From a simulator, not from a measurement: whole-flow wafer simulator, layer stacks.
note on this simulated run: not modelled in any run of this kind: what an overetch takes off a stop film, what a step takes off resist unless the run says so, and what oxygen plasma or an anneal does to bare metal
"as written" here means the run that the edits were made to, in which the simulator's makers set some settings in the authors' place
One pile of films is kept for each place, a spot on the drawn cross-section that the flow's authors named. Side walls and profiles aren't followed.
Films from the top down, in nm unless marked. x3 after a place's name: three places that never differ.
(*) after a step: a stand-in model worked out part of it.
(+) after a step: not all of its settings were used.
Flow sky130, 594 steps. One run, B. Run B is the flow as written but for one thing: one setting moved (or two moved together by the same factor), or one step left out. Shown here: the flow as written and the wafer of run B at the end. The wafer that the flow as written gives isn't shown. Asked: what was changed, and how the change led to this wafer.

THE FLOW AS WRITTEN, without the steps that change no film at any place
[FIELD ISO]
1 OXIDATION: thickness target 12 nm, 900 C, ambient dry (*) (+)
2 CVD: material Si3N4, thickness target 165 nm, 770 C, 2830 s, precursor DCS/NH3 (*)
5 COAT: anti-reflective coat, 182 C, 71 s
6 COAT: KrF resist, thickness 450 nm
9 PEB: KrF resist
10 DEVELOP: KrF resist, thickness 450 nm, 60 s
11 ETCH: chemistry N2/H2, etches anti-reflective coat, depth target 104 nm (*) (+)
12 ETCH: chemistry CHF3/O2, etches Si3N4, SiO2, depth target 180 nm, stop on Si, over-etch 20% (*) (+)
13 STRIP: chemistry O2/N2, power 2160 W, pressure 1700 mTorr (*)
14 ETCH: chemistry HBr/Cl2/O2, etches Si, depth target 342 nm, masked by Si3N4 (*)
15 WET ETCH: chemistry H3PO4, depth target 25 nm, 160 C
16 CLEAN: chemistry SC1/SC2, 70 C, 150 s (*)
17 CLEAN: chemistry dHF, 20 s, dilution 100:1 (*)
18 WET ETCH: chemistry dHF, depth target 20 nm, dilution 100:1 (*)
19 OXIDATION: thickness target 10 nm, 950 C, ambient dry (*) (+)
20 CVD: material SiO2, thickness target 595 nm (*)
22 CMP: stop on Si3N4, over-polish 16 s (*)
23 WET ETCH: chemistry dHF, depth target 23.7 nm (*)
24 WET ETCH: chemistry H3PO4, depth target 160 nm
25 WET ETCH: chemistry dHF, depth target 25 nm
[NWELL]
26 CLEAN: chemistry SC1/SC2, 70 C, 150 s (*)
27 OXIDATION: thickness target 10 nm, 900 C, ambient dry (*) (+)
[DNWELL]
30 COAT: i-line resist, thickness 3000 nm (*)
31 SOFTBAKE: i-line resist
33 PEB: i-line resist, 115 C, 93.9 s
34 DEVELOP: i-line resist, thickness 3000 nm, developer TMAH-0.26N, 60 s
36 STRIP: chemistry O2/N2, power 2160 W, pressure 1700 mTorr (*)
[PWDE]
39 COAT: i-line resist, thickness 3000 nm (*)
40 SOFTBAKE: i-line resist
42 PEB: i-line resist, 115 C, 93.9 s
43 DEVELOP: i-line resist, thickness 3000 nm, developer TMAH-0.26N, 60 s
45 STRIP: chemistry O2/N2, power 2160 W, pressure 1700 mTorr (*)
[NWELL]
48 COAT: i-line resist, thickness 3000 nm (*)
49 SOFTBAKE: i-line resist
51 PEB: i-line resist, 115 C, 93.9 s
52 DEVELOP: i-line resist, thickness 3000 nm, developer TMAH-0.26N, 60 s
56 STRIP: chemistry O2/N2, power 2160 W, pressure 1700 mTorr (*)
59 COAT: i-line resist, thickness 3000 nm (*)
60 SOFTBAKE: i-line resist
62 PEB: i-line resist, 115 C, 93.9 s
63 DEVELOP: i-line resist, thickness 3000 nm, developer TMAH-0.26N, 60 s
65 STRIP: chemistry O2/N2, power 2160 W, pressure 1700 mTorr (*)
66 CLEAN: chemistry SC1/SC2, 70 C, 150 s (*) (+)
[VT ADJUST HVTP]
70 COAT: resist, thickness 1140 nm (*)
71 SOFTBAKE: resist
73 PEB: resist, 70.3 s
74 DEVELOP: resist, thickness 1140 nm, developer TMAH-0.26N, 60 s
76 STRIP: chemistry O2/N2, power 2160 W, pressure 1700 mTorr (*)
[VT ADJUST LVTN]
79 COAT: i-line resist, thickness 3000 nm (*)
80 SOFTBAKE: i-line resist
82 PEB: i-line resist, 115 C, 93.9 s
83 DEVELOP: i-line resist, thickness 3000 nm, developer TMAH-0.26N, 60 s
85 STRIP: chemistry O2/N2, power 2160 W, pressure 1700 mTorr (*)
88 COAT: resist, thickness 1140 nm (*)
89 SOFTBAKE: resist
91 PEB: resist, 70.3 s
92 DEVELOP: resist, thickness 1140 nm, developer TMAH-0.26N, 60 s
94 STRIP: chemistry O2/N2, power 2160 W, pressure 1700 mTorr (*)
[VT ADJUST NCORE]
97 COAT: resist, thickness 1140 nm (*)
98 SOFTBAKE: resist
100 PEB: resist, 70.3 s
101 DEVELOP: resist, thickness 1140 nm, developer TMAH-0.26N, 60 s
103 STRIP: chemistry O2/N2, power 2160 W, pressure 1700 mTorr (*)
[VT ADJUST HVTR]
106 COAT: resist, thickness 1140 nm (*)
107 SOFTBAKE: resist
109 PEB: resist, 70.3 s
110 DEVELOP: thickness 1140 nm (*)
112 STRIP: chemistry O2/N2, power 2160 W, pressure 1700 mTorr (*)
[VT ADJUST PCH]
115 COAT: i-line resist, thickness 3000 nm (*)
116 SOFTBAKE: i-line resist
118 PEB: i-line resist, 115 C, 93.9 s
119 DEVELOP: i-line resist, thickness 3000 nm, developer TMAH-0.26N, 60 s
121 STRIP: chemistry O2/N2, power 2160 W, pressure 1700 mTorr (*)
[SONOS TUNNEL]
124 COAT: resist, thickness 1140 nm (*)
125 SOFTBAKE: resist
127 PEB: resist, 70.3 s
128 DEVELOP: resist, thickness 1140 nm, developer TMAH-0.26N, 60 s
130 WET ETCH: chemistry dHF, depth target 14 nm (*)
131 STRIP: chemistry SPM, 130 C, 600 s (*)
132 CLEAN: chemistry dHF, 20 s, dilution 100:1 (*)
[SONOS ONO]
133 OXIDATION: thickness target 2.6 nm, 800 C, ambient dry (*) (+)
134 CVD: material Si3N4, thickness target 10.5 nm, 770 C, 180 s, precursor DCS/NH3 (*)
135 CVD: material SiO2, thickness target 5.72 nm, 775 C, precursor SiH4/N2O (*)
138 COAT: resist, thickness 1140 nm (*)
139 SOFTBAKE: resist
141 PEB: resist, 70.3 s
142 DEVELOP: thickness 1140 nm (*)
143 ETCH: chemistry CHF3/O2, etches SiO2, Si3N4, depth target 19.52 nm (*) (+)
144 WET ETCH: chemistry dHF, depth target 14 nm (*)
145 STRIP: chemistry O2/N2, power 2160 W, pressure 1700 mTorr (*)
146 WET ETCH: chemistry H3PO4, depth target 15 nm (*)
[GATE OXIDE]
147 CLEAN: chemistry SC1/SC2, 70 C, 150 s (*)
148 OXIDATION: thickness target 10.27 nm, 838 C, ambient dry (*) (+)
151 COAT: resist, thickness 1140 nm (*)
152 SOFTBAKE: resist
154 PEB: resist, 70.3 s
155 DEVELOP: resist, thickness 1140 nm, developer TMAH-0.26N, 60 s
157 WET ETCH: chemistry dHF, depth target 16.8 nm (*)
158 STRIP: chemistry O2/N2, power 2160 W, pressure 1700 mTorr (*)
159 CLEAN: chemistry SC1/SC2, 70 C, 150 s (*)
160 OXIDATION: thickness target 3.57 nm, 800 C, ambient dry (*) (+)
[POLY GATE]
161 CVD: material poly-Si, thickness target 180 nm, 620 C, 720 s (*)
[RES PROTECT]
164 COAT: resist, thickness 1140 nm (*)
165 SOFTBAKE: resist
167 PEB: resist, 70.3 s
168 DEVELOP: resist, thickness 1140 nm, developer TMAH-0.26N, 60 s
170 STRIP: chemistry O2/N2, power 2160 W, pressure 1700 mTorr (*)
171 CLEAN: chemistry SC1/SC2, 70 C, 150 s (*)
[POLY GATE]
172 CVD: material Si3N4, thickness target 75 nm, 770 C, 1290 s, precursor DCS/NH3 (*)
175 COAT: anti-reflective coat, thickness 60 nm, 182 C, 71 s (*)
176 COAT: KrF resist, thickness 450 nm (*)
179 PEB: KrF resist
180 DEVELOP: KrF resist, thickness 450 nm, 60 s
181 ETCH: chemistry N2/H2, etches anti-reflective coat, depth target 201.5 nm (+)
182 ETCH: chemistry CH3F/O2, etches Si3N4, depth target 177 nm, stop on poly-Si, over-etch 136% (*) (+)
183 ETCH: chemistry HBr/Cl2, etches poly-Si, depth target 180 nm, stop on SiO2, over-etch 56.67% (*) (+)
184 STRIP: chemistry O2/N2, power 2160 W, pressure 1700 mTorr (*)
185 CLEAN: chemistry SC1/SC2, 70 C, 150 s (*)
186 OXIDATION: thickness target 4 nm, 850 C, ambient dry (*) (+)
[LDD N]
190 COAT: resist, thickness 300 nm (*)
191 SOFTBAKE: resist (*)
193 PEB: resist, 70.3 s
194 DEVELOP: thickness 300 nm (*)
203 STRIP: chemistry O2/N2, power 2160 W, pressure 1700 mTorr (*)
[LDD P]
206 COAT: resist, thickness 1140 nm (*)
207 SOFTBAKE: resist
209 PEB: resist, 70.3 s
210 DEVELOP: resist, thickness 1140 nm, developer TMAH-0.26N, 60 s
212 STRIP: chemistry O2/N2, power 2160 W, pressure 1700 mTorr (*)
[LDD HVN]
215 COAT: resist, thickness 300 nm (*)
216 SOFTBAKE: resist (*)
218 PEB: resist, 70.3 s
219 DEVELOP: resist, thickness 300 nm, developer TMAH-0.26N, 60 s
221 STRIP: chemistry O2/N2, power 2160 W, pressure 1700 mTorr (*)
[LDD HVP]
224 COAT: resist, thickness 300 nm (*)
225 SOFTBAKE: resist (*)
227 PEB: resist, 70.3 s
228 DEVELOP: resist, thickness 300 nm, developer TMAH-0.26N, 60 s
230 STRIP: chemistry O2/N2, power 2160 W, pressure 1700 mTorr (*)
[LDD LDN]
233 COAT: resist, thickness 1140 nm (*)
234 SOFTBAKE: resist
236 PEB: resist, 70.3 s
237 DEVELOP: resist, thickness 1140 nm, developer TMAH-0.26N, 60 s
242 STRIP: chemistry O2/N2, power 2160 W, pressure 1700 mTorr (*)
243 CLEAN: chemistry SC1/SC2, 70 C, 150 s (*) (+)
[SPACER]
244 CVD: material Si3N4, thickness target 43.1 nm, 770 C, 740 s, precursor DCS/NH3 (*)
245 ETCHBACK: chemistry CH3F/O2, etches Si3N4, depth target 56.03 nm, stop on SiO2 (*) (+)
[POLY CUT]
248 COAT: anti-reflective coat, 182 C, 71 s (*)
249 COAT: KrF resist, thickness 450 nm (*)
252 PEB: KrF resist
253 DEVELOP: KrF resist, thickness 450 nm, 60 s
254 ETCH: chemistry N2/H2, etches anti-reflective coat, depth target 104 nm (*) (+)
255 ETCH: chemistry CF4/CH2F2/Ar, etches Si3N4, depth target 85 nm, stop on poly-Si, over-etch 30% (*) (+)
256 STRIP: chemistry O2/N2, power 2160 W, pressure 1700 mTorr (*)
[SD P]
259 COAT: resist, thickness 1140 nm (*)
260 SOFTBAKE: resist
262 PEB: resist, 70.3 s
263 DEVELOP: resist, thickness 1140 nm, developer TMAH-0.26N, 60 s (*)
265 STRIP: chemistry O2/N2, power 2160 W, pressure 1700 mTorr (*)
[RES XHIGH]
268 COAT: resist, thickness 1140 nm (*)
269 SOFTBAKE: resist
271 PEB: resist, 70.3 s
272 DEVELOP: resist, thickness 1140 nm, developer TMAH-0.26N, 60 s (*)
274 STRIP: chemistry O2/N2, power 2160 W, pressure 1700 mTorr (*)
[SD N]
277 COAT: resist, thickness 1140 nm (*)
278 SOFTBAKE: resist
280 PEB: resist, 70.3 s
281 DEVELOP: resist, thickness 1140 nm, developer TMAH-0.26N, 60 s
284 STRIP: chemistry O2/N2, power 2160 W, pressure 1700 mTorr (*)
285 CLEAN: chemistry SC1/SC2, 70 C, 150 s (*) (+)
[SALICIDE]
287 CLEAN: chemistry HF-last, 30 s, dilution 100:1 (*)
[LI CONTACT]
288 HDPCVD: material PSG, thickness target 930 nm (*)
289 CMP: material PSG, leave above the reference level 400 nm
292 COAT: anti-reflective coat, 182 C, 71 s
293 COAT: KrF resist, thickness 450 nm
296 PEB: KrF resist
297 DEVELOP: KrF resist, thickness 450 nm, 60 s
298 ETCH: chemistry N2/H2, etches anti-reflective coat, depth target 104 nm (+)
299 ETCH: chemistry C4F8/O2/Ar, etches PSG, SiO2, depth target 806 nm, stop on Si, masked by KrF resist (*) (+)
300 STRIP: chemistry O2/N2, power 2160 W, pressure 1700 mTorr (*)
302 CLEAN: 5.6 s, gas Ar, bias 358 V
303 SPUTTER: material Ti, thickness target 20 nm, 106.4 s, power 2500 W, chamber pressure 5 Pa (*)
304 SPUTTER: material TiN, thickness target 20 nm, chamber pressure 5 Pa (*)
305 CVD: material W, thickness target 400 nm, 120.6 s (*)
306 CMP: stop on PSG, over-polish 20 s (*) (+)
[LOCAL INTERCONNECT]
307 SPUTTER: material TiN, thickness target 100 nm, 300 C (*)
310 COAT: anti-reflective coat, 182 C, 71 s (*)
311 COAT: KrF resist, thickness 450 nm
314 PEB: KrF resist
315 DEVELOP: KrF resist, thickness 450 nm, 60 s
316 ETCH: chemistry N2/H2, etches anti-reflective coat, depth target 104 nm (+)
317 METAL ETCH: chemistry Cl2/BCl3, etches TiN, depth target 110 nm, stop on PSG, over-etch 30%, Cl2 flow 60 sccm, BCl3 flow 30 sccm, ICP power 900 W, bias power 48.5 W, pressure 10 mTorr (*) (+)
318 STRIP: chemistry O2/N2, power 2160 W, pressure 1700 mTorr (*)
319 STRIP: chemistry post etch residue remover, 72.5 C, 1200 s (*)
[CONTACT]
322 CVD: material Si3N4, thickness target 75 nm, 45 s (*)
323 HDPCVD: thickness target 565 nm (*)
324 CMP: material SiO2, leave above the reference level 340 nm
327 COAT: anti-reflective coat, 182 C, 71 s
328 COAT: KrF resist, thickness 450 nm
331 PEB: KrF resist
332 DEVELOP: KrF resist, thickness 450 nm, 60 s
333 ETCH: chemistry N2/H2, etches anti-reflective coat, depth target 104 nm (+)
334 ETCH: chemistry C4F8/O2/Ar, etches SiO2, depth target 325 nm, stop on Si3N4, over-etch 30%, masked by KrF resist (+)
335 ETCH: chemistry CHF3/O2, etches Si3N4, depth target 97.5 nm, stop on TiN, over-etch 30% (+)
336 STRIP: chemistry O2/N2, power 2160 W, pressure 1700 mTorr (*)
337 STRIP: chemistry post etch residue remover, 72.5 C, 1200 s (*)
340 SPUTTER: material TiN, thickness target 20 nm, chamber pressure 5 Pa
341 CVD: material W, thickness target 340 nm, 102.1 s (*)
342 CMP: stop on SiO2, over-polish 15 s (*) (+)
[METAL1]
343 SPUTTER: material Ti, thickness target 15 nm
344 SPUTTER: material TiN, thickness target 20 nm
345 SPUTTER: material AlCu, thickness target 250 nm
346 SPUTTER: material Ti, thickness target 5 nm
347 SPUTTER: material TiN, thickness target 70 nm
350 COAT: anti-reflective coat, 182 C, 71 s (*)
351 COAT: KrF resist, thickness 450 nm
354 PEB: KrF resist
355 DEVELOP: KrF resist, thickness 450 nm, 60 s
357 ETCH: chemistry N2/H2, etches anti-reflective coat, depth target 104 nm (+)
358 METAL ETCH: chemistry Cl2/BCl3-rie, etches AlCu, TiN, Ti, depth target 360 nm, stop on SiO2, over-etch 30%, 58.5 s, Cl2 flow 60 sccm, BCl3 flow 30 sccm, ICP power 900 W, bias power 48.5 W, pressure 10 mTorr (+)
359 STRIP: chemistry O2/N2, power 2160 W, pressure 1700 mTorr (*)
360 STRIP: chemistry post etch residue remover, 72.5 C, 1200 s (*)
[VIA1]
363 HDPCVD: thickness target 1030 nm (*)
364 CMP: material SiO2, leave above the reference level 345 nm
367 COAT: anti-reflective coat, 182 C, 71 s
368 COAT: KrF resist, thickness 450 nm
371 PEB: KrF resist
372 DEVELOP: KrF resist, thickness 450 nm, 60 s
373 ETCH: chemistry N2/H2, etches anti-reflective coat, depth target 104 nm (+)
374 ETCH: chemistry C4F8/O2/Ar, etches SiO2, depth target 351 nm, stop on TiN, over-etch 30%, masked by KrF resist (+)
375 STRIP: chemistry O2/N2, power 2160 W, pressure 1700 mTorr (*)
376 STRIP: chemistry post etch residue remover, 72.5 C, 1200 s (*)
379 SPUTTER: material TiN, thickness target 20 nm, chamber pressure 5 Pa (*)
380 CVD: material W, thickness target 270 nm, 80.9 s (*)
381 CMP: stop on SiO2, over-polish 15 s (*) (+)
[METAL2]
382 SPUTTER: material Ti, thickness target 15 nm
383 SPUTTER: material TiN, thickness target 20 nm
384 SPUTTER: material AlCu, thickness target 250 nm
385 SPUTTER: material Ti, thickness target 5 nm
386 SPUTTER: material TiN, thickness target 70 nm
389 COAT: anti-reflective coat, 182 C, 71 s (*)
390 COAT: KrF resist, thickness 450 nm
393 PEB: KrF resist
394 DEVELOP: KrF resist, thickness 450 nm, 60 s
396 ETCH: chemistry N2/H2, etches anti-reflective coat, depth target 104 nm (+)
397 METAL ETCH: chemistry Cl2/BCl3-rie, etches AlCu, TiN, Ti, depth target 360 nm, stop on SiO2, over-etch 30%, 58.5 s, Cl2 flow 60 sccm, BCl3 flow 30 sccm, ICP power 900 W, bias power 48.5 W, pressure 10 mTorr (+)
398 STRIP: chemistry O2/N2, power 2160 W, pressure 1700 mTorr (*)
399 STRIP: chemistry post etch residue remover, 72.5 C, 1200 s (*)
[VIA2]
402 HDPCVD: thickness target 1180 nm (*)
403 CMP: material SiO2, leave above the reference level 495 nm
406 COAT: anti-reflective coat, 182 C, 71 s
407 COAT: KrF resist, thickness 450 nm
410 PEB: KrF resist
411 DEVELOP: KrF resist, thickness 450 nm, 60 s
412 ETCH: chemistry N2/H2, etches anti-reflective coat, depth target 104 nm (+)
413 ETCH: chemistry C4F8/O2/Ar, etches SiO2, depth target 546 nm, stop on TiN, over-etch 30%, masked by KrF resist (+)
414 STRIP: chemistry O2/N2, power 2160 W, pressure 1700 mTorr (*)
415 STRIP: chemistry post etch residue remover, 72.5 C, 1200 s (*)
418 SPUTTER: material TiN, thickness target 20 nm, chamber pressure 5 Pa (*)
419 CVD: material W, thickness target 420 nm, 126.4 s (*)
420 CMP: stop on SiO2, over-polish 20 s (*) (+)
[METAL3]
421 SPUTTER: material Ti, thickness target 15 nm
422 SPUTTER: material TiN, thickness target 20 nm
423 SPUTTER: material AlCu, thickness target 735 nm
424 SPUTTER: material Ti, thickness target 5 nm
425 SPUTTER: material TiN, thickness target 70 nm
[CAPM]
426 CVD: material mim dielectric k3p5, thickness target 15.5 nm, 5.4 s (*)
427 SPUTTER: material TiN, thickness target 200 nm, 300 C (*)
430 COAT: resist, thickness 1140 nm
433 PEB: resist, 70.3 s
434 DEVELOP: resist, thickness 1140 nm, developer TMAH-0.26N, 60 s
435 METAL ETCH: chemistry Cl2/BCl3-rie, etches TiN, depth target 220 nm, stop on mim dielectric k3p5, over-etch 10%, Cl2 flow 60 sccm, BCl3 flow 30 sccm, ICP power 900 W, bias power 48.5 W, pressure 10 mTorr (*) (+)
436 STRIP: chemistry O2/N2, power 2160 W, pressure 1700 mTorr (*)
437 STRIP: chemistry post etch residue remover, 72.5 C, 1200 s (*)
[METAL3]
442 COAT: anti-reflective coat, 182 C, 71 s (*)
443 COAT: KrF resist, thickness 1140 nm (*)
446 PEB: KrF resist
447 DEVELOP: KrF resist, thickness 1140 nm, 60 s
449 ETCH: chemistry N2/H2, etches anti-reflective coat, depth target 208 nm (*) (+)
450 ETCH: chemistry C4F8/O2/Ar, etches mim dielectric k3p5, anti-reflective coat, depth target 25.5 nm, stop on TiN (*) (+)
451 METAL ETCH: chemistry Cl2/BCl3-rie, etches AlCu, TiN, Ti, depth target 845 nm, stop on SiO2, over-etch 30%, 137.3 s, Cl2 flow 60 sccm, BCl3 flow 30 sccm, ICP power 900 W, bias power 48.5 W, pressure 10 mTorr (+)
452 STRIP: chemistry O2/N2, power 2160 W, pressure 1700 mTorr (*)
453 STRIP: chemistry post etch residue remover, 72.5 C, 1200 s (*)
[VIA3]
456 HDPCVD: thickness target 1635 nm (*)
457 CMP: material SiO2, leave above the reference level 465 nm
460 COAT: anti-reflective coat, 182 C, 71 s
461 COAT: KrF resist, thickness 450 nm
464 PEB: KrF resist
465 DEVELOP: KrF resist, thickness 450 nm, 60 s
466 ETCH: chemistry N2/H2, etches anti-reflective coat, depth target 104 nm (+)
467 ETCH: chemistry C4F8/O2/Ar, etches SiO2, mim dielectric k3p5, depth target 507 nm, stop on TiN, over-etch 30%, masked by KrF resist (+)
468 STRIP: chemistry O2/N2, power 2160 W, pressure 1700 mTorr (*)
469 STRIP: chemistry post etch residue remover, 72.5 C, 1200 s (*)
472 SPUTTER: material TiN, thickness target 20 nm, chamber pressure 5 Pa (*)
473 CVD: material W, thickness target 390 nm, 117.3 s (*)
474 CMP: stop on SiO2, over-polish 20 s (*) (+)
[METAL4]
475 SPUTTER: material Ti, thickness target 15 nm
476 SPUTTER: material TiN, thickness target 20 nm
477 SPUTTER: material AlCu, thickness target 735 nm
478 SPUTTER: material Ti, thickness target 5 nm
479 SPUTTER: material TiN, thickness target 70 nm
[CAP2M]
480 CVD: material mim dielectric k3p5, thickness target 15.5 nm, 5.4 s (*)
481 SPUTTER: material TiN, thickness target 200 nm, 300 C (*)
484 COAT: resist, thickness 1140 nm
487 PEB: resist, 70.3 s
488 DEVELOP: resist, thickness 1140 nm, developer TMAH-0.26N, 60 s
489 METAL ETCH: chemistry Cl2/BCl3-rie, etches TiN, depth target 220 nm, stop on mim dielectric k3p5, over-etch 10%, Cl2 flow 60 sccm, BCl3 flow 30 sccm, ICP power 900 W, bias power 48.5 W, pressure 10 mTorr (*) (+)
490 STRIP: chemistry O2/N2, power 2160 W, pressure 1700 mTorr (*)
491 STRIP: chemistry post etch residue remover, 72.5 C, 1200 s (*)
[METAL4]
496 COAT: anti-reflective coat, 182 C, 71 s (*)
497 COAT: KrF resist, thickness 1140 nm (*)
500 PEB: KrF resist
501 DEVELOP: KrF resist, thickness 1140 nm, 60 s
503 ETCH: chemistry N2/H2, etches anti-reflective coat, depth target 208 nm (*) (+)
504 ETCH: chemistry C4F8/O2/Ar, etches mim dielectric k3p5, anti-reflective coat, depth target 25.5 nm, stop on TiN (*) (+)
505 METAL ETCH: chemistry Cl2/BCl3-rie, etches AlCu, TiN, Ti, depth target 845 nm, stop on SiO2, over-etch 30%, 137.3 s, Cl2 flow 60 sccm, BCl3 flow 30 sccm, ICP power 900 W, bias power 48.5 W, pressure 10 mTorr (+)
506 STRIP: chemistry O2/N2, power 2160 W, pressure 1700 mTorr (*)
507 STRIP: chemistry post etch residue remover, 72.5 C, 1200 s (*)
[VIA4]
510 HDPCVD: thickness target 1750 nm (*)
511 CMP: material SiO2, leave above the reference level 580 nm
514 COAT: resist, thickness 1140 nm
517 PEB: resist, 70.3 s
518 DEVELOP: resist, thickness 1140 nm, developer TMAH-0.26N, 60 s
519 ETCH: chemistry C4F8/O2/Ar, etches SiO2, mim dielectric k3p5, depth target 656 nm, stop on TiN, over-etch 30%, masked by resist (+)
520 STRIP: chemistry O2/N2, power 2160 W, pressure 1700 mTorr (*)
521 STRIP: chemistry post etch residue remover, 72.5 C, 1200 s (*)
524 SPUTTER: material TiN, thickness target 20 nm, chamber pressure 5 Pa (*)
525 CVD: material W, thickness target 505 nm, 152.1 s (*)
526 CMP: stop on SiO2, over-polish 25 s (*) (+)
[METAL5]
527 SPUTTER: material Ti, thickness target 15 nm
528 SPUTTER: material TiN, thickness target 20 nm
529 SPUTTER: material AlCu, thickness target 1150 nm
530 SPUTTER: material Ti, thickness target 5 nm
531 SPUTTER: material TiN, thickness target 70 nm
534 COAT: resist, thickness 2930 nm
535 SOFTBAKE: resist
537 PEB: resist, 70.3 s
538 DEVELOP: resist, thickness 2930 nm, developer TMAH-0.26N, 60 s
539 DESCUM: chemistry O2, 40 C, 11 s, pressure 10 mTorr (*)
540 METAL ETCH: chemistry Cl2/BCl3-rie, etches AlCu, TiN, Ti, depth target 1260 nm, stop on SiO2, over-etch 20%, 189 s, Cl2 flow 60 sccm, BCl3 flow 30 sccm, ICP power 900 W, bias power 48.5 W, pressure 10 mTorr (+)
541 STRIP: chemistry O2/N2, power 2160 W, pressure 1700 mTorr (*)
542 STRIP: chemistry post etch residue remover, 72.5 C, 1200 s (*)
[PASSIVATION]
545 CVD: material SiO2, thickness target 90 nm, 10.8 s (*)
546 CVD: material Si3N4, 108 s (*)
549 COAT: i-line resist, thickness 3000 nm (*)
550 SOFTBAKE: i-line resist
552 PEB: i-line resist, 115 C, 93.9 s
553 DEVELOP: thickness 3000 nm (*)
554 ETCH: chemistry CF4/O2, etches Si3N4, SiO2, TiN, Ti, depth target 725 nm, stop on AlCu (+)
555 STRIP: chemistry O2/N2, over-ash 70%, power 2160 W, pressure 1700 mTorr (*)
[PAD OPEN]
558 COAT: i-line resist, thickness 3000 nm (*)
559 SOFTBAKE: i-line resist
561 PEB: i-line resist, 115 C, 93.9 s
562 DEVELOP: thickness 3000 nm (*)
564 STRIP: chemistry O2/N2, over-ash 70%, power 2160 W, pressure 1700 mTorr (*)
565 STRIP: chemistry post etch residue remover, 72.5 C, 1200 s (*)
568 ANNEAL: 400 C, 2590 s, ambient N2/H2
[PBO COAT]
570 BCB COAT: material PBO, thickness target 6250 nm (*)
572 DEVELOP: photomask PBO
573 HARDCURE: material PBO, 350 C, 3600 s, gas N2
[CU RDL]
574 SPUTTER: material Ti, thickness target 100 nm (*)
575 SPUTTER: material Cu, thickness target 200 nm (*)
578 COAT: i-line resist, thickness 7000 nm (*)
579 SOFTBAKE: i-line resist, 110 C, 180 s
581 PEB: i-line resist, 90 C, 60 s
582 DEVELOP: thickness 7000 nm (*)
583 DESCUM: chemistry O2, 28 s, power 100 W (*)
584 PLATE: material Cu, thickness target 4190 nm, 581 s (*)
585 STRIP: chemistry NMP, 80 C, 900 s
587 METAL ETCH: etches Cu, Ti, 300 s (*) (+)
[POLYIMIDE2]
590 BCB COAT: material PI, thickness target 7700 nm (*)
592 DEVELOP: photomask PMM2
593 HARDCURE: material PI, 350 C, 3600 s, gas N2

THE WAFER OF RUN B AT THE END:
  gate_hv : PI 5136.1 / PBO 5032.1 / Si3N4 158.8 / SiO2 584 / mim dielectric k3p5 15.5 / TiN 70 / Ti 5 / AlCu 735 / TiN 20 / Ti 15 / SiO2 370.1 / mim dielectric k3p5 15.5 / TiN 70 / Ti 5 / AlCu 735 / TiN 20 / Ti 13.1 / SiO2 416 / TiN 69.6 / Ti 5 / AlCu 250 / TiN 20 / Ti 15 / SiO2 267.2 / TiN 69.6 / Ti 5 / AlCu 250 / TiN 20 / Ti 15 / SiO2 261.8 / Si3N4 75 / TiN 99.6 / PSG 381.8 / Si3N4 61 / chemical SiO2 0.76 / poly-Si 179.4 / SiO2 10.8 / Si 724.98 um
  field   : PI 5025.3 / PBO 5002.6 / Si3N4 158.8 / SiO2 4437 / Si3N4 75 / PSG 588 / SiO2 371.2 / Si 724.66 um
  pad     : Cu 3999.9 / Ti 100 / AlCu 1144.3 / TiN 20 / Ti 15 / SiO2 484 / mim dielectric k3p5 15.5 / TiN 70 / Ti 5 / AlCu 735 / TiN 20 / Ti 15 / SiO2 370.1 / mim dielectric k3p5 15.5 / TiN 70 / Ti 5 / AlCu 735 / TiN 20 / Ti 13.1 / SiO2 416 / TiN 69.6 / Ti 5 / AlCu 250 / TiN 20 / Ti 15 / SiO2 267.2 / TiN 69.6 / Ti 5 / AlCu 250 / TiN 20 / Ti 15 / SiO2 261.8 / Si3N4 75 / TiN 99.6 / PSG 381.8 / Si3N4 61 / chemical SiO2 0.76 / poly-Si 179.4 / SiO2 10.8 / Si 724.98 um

The cause: step 421, SPUTTER: thickness target 13.1 nm was run, where the flow has thickness target 15 nm.
It can be read off the wafer: gate_hv has Ti 13.1, and step 421 as written asks for 15 nm.

How the change led to this, step by step:
  421 SPUTTER: material Ti, thickness target 15 nm
      field, active, n_well and 188 more: Ti +13.1 (new film) (as written it would be: Ti +15 (new film))
  451 METAL ETCH: chemistry Cl2/BCl3-rie, etches AlCu, TiN, Ti, depth target 845 nm, stop on SiO2, over-etch 30%, 137.3 s, Cl2 flow 60 sccm, BCl3 flow 30 sccm, ICP power 900 W, bias power 48.5 W, pressure 10 mTorr (+)
      field, gate, spacer and 68 more: TiN -70 (all of it), Ti -5 (all of it), AlCu -735 (all of it), TiN -20 (all of it), Ti -13.1 (all of it), SiO2 -25.5 (as written it would be: TiN -70 (all of it), Ti -5 (all of it), AlCu -735 (all of it), TiN -20 (all of it), Ti -15 (all of it), SiO2 -25.4)
      active, vpp_ln, vpp_iso2 and 11 more: TiN -70 (all of it), Ti -5 (all of it), AlCu -735 (all of it), TiN -20 (all of it), Ti -13.1 (all of it), SiO2 -25.5 (as written it would be: TiN -70 (all of it), Ti -5 (all of it), AlCu -735 (all of it), TiN -20 (all of it), Ti -15 (all of it), SiO2 -25.3)
